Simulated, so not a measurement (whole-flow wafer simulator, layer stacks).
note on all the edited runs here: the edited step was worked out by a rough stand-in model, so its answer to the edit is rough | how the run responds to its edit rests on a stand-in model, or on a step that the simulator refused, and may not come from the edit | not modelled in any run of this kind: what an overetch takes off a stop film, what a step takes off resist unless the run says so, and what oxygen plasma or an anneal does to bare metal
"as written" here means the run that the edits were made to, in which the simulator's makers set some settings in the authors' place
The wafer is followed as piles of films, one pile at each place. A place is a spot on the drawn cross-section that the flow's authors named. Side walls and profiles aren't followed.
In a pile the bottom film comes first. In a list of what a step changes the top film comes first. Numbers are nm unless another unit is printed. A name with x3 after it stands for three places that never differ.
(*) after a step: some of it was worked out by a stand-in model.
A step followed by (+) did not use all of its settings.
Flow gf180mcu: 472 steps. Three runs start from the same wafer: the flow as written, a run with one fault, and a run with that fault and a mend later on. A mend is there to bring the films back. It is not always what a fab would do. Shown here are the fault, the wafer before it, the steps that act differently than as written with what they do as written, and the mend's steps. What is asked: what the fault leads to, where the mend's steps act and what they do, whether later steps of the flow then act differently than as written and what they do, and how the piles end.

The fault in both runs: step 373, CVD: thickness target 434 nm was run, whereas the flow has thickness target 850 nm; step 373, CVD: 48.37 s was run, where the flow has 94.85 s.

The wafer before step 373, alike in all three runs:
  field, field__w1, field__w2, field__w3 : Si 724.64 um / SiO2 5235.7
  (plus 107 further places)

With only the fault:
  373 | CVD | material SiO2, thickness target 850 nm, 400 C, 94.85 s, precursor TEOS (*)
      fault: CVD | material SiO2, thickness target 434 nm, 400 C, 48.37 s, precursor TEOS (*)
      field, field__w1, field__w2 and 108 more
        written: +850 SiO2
        fault: +442.4 SiO2
  Steps later in the flow that act otherwise than as written (not shown: 3 more steps that differ only slightly, by at most 2% or 0.5 nm, whichever is larger):
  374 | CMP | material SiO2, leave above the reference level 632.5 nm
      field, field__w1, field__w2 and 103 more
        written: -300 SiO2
        fault: nothing
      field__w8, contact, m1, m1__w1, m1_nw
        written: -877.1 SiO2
        fault: -469.5 SiO2
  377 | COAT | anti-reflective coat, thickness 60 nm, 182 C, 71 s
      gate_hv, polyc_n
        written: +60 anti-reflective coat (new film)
        fault: +53.1 anti-reflective coat (new film)
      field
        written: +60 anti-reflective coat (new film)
        fault: +103.2 anti-reflective coat (new film)
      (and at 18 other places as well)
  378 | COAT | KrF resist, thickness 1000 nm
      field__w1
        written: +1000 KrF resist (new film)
        fault: +979.2 KrF resist (new film)
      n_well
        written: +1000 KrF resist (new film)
        fault: +972.5 KrF resist (new film)
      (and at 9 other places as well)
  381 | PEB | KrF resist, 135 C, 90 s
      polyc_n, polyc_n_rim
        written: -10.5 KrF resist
        fault: -11.4 KrF resist
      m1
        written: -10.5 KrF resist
        fault: -9.63 KrF resist
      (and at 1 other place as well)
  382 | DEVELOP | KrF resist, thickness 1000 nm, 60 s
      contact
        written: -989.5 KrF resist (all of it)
        fault: -941.4 KrF resist (all of it)
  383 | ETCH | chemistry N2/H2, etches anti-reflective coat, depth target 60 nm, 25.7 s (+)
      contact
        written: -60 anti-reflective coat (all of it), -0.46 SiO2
        fault: -22.8 anti-reflective coat (all of it), -1.42 SiO2
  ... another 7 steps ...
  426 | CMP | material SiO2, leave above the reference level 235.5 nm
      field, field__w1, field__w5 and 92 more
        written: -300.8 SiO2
        fault: -288.4 SiO2
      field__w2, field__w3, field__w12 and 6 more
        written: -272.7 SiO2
        fault: -259.7 SiO2
  At field, field__w1, field__w2 and 109 more, the piles at the end differ from the flow's by more than 2% or 0.5 nm, whichever is larger.
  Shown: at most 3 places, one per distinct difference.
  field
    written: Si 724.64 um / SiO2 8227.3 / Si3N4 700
    fault: Si 724.64 um / SiO2 5678.1 / Ti 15 / TiN 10 / W 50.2 / SiO2 2457.8 / Si3N4 700
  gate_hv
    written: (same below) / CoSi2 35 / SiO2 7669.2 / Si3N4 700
    fault: (same below) / CoSi2 35 / SiO2 5120 / Ti 15 / TiN 10 / W 50.2 / SiO2 2457.8 / Si3N4 700
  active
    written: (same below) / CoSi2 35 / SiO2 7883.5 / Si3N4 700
    fault: (same below) / CoSi2 35 / SiO2 5334.3 / Ti 15 / TiN 10 / W 50.2 / SiO2 2457.8 / Si3N4 700

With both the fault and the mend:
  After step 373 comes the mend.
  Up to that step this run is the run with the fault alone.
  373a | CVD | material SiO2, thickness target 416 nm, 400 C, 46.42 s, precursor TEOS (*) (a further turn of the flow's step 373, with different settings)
      field, field__w1, field__w2 and 108 more
        +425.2 SiO2
  Steps later in the flow that act otherwise than as written:
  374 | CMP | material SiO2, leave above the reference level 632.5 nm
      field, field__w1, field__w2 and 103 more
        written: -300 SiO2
        mend: -317.6 SiO2
  The piles end the same as the flow's at every place that both follow.
